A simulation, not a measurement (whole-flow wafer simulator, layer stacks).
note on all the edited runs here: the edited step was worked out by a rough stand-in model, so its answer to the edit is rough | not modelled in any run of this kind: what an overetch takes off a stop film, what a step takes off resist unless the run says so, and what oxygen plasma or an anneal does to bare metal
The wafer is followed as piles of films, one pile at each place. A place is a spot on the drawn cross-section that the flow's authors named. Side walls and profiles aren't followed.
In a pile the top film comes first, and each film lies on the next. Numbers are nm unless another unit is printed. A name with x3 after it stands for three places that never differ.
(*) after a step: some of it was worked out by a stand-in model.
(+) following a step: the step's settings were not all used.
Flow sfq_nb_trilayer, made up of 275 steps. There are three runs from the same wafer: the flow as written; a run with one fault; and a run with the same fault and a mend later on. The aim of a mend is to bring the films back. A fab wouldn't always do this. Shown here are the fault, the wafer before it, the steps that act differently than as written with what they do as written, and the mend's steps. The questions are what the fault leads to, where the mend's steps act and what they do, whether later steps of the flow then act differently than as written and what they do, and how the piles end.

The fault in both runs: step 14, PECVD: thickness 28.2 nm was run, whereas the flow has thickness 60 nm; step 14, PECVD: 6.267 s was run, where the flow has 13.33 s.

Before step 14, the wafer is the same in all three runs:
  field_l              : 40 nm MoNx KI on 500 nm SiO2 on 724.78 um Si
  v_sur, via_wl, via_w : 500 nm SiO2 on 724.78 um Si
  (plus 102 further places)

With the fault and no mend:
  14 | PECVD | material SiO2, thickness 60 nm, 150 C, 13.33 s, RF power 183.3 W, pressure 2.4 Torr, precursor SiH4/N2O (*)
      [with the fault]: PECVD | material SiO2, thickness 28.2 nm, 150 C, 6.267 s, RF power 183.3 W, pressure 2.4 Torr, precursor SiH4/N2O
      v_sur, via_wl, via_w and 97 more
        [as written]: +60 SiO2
        [with the fault]: +28.2 SiO2
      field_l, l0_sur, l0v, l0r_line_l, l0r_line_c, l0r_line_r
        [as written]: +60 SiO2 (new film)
        [with the fault]: +28.2 SiO2 (new film)
  Steps later in the flow that act otherwise than as written (10 other steps are not shown; they differ only slightly, by no more than 2% or 0.5 nm, whichever is larger):
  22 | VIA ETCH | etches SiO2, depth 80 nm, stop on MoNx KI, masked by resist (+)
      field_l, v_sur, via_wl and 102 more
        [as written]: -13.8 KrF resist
        [with the fault]: -7.25 KrF resist
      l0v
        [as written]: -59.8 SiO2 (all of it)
        [with the fault]: -28 SiO2 (all of it)
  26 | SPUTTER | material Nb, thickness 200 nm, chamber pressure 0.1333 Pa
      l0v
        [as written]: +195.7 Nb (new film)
        [with the fault]: +200 Nb (new film)
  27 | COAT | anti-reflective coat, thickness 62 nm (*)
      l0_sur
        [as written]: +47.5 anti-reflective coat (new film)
        [with the fault]: +50.9 anti-reflective coat (new film)
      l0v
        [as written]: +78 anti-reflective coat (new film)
        [with the fault]: +68.2 anti-reflective coat (new film)
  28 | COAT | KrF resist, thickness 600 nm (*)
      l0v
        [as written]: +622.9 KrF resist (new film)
        [with the fault]: +603.9 KrF resist (new film)
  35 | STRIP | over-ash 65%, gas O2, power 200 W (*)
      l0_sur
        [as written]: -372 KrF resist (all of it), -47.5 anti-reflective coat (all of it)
        [with the fault]: -373.9 KrF resist (all of it), -50.9 anti-reflective coat (all of it)
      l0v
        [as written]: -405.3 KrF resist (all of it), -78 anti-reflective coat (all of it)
        [with the fault]: -386.3 KrF resist (all of it), -68.2 anti-reflective coat (all of it)
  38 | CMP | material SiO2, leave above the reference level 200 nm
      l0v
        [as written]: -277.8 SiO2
        [with the fault]: -313.9 SiO2
  By the end, the piles at field_l, v_sur, via_wl and 100 more depart from the flow's by more than 2% or 0.5 nm, whichever is larger.
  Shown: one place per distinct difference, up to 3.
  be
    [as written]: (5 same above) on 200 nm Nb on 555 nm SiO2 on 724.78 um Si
    [with the fault]: (5 same above) on 200 nm Nb on 523.2 nm SiO2 on 724.78 um Si
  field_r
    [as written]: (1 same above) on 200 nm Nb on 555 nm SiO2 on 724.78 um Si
    [with the fault]: (1 same above) on 200 nm Nb on 523.2 nm SiO2 on 724.78 um Si
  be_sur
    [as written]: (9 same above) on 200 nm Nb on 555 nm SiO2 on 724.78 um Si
    [with the fault]: (9 same above) on 200 nm Nb on 523.2 nm SiO2 on 724.78 um Si

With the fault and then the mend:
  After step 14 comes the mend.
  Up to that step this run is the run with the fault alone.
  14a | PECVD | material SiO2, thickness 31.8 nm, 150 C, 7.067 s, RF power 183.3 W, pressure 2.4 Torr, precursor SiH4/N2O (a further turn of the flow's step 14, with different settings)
      field_l, v_sur, via_wl and 103 more
        +31.8 SiO2
  Every later step of the flow that is run acts as written, at every place that is followed, to within 2% or 0.5 nm, whichever is larger.
  By the end, the piles equal the flow's at every place that both follow.
